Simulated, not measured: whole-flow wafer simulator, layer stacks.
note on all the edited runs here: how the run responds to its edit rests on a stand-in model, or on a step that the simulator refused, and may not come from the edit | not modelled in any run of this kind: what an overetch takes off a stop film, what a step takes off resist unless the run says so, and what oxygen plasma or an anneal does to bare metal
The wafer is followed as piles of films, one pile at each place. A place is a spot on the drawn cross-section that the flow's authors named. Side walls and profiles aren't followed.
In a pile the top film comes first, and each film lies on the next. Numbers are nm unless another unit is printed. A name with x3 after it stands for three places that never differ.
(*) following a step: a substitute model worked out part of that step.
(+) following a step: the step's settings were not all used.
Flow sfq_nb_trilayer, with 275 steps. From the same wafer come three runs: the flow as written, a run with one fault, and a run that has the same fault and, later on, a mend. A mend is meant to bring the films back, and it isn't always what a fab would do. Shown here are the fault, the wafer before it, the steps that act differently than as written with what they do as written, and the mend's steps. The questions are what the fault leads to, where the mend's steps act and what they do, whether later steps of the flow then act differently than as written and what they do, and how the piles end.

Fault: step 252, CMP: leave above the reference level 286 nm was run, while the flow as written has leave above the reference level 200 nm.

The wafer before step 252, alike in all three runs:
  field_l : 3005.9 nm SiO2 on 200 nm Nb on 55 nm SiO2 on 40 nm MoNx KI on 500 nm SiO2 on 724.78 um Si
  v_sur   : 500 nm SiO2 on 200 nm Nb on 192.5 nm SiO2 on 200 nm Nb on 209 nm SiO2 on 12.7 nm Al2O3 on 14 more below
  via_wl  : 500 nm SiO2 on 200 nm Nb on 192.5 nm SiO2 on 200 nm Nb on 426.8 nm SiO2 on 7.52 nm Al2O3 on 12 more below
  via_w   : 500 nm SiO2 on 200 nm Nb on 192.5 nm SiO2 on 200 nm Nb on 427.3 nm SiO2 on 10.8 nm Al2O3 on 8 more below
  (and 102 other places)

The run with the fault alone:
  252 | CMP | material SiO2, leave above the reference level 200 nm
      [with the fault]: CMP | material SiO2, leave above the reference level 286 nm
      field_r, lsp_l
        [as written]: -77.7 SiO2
        [with the fault]: nothing
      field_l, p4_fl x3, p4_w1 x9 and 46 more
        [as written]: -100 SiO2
        [with the fault]: -14 SiO2
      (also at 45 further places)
  Later steps of the flow acting differently than as written (6 more steps, not shown, differ only slightly: by at most 2% or 0.5 nm, whichever is larger):
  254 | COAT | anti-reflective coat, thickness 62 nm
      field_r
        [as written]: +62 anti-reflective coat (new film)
        [with the fault]: +64.9 anti-reflective coat (new film)
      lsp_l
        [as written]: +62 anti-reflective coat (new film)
        [with the fault]: +63.9 anti-reflective coat (new film)
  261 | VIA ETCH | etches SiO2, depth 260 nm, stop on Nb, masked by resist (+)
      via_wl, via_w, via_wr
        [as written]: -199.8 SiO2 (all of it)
        [with the fault]: -260 SiO2
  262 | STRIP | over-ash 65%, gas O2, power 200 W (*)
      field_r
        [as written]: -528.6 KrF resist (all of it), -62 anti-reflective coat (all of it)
        [with the fault]: -532 KrF resist (all of it), -64.9 anti-reflective coat (all of it)
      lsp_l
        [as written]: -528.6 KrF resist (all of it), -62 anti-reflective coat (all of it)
        [with the fault]: -532.8 KrF resist (all of it), -63.9 anti-reflective coat (all of it)
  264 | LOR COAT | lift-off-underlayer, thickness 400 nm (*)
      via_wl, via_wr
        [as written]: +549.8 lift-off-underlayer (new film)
        [with the fault]: +594.8 lift-off-underlayer (new film)
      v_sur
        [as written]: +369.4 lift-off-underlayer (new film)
        [with the fault]: +360.2 lift-off-underlayer (new film)
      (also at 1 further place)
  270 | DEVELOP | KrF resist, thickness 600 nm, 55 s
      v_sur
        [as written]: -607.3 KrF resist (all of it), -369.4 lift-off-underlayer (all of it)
        [with the fault]: -609.9 KrF resist (all of it), -360.2 lift-off-underlayer (all of it)
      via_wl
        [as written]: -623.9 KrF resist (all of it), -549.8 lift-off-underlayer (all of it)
        [with the fault]: -631.4 KrF resist (all of it), -594.8 lift-off-underlayer (all of it)
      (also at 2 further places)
  By the end, the piles at field_l, v_sur, via_wl and 103 more depart from the flow's by more than 2% or 0.5 nm, whichever is larger.
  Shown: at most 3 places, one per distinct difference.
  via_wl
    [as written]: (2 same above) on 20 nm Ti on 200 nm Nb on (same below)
    [with the fault]: (2 same above) on 20 nm Ti on 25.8 nm SiO2 on 200 nm Nb on (same below)
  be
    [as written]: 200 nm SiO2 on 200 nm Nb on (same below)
    [with the fault]: 286 nm SiO2 on 200 nm Nb on (same below)
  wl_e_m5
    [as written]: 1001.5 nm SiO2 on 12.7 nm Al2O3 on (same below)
    [with the fault]: 1087.5 nm SiO2 on 12.7 nm Al2O3 on (same below)

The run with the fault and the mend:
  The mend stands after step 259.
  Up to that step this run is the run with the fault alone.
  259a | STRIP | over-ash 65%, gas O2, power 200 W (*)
      field_l, v_sur, via_sp and 80 more
        -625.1 KrF resist (all of it), -62 anti-reflective coat (all of it)
      be_sur, gap, jj_sur and 7 more
        -625 KrF resist (all of it), -62 anti-reflective coat (all of it)
      via_wl, via_w, via_wr
        -62 anti-reflective coat (all of it)
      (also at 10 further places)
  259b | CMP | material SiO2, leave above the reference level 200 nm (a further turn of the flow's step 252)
      field_l, v_sur, via_wl and 101 more
        -86 SiO2
      field_r, lsp_l
        -77.7 SiO2
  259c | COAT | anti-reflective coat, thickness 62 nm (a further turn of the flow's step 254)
      field_l, v_sur, via_wl and 103 more
        +62 anti-reflective coat (new film)
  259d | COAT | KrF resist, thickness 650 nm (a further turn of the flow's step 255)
      field_l, v_sur, via_wl and 103 more
        +650 KrF resist (new film)
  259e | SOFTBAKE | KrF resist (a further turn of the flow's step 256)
      does not change any film at any place that is followed
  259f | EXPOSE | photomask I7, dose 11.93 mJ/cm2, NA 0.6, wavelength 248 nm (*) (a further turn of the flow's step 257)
      does not change any film at any place that is followed
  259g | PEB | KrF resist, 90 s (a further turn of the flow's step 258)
      field_l, v_sur, via_wl and 103 more
        -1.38 KrF resist
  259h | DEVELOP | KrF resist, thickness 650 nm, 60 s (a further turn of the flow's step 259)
      field_l, v_sur, via_sp and 100 more
        -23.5 KrF resist
      via_wl, via_w, via_wr
        -648.6 KrF resist (all of it)
  Every later step of the flow that is run acts as written at every place that is followed.
  By the end, the piles equal the flow's at every place that both follow.
